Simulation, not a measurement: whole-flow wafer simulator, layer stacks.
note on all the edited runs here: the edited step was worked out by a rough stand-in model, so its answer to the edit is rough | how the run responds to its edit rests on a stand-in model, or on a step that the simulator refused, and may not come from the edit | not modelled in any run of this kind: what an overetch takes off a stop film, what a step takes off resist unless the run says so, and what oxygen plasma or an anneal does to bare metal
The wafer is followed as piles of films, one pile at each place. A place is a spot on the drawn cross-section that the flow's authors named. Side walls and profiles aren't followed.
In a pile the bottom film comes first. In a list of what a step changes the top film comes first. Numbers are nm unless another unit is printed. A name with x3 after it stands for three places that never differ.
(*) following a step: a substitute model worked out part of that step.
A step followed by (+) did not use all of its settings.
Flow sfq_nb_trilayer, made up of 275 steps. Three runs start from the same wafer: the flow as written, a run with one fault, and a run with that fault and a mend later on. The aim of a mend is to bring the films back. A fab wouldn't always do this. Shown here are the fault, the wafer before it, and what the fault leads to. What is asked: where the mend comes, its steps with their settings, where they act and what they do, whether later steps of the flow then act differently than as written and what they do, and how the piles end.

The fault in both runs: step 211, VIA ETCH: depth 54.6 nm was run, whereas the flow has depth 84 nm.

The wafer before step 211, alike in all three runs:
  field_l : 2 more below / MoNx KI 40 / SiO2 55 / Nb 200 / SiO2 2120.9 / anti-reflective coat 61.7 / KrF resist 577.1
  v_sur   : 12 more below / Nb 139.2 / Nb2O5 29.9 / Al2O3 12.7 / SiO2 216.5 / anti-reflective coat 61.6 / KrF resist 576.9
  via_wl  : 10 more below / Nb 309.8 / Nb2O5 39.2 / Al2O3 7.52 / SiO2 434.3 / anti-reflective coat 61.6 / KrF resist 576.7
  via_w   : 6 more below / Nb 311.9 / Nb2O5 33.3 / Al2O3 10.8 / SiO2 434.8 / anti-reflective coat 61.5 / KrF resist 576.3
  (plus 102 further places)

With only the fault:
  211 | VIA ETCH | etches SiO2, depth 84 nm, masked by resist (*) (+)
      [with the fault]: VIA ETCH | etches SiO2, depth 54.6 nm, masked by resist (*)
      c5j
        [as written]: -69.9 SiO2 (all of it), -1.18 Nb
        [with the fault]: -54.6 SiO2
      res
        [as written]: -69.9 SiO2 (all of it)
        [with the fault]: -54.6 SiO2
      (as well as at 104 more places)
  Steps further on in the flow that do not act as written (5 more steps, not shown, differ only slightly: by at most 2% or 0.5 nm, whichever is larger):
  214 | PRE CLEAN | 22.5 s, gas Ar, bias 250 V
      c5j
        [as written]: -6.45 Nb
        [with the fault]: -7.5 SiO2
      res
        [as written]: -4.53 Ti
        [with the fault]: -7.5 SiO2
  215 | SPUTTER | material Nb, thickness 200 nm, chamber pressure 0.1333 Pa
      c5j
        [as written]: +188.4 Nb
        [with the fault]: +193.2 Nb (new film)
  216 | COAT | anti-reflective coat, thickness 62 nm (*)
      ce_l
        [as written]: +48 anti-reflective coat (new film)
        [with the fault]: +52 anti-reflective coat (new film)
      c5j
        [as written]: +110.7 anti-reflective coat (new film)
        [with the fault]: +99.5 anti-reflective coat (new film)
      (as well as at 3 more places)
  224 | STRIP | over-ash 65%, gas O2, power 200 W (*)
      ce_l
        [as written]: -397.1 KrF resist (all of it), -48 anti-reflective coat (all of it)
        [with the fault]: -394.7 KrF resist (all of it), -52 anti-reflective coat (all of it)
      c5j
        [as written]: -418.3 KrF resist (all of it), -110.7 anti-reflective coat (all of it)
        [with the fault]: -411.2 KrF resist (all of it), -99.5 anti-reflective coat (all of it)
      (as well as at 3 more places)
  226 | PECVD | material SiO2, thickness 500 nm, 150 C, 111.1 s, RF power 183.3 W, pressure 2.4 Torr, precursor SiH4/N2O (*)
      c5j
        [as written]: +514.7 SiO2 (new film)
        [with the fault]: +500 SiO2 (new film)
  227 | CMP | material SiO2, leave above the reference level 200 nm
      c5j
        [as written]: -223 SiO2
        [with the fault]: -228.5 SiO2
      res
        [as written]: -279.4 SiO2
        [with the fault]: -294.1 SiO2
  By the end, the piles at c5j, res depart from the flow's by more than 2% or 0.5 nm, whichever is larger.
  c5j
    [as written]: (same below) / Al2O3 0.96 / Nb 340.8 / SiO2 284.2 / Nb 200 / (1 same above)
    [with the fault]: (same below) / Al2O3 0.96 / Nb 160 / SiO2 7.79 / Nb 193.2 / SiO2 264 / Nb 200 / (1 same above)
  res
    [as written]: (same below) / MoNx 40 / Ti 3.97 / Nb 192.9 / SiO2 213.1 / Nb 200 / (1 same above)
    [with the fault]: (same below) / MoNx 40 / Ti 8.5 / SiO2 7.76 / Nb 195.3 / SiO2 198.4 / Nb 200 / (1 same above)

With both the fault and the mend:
  The mend stands after step 212.
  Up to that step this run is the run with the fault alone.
  212a | COAT | anti-reflective coat, thickness 62 nm (*) (the flow's step 204, run once more)
      field_r, ln_m5, p4_fl x3 and 61 more
        +62 anti-reflective coat (new film)
      lsp_m, ln_m6, lsp_r and 6 more
        +61.9 anti-reflective coat (new film)
      v_sur, via_wl
        +61.5 anti-reflective coat (new film)
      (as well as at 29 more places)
  212b | COAT | KrF resist, thickness 650 nm (*) (the flow's step 205, run once more)
      l0v, p4_fl x3, p4_w1 x9 and 35 more
        +650 KrF resist (new film)
      wl_b_m5, wl_b_sr, wl_c_sl and 12 more
        +649.9 KrF resist (new film)
      r5r_line_l, r5r_line_c, r5r_line_r
        +634.3 KrF resist (new film)
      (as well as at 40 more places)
  212c | SOFTBAKE | KrF resist (the flow's step 206, run once more)
      does not change any film at any place that is followed
  212d | EXPOSE | photomask C5, dose 11.94 mJ/cm2, NA 0.6, wavelength 248 nm (*) (the flow's step 207, run once more)
      does not change any film at any place that is followed
  212e | PEB | KrF resist, 90 s (the flow's step 208, run once more)
      field_l, sp_r, moat and 79 more
        -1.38 KrF resist
      v_sur, via_wl, via_w, via_wr, via_sp, be_sur, jj_sur, res
        -1.37 KrF resist
      r5r_line_l, r5r_line_c, r5r_line_r
        -1.34 KrF resist
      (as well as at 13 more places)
  212f | DEVELOP | KrF resist, thickness 650 nm, 60 s (the flow's step 209, run once more)
      field_l, v_sur, via_wl and 101 more
        -23.5 KrF resist
      c5j
        -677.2 KrF resist (all of it)
      res
        -645.6 KrF resist (all of it)
  212g | VIA ETCH | etches anti-reflective coat, depth 125 nm, masked by resist (*) (+) (the flow's step 210, run once more)
      field_l, v_sur, via_wl and 101 more
        -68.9 KrF resist
      c5j
        -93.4 anti-reflective coat (all of it), -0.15 SiO2
      res
        -82.6 anti-reflective coat (all of it), -0.21 SiO2
  212h | VIA ETCH | etches SiO2, depth 29.4 nm, masked by resist (*) (+) (the flow's step 211, run once more with other settings)
      field_l, v_sur, via_wl and 101 more
        -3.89 KrF resist
      c5j
        -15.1 SiO2 (all of it), -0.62 Nb
      res
        -15.1 SiO2 (all of it)
  212i | STRIP | over-ash 65%, gas O2, power 200 W (*) (the flow's step 212, run once more)
      p4_fl x3, p4_w1 x9, p4_g1 x2 and 33 more
        -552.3 KrF resist (all of it), -62 anti-reflective coat (all of it)
      wl_b_sl, wl_b_m5, wl_b_sr and 14 more
        -552.2 KrF resist (all of it), -62 anti-reflective coat (all of it)
      wl_j_sl, wl_j_sr
        -552.5 KrF resist (all of it), -60.2 anti-reflective coat (all of it)
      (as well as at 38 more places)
  Later steps of the flow that are run all act as written at every place that is followed, up to a difference of at most 2% or 0.5 nm, whichever is larger.
  The piles end only slightly different from the flow's at the places that both follow, by no more than 2% or 0.5 nm, whichever is larger.
